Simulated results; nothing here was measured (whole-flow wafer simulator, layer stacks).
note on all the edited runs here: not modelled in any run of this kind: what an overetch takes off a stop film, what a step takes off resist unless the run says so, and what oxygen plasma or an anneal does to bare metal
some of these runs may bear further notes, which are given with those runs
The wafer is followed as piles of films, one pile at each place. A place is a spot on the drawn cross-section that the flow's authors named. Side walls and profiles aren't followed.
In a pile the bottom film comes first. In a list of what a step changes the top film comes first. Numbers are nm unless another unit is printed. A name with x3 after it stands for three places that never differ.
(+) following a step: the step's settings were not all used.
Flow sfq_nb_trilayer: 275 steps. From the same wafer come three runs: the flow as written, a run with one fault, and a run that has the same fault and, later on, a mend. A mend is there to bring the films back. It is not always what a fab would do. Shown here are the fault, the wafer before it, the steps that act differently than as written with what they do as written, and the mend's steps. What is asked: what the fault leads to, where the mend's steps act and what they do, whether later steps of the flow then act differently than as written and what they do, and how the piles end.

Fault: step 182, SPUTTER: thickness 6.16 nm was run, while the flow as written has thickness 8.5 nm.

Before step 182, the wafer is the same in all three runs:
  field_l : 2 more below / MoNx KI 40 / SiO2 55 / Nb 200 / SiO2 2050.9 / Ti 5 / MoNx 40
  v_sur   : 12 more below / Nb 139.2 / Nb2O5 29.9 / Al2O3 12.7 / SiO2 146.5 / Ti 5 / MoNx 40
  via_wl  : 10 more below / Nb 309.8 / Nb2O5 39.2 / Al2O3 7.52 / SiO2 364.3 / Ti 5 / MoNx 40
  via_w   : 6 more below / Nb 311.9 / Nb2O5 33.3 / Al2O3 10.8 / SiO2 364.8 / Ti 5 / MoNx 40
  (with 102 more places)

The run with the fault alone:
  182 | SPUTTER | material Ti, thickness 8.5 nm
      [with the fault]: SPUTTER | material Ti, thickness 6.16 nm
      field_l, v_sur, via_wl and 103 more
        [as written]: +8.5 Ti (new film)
        [with the fault]: +6.16 Ti (new film)
  Steps further on in the flow that do not act as written (20 other steps are not shown; they differ only slightly, by no more than 2% or 0.5 nm, whichever is larger):
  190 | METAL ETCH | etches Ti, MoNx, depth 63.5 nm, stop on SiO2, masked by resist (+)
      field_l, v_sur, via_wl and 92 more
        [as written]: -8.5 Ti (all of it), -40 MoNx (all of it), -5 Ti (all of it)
        [with the fault]: -6.16 Ti (all of it), -40 MoNx (all of it), -5 Ti (all of it)
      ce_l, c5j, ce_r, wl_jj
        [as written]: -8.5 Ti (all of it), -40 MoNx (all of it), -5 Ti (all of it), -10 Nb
        [with the fault]: -6.16 Ti (all of it), -40 MoNx (all of it), -5 Ti (all of it), -12.3 Nb
  By the end, the piles at be_r, r_sur, res, r_end, r5r_line_l, r5r_line_c, r5r_line_r depart from the flow's by more than 2% or 0.5 nm, whichever is larger.
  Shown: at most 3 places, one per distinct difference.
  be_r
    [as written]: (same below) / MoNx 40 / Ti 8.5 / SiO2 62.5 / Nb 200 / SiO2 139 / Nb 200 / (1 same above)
    [with the fault]: (same below) / MoNx 40 / Ti 6.16 / SiO2 62.5 / Nb 200 / SiO2 141.3 / Nb 200 / (1 same above)
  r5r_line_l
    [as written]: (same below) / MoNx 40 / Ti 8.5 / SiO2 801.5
    [with the fault]: (same below) / MoNx 40 / Ti 6.16 / SiO2 803.8
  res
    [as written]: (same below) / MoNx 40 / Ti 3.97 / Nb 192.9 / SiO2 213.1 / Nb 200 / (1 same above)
    [with the fault]: (same below) / MoNx 40 / Ti 1.63 / Nb 192.9 / SiO2 215.5 / Nb 200 / (1 same above)

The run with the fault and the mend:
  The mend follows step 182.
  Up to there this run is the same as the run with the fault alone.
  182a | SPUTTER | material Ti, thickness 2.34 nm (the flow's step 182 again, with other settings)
      field_l, v_sur, via_wl and 103 more
        +2.34 Ti
  None of the later steps of the flow acts differently than as written at any place that is followed.
  The piles end the same as the flow's at every place that both follow.
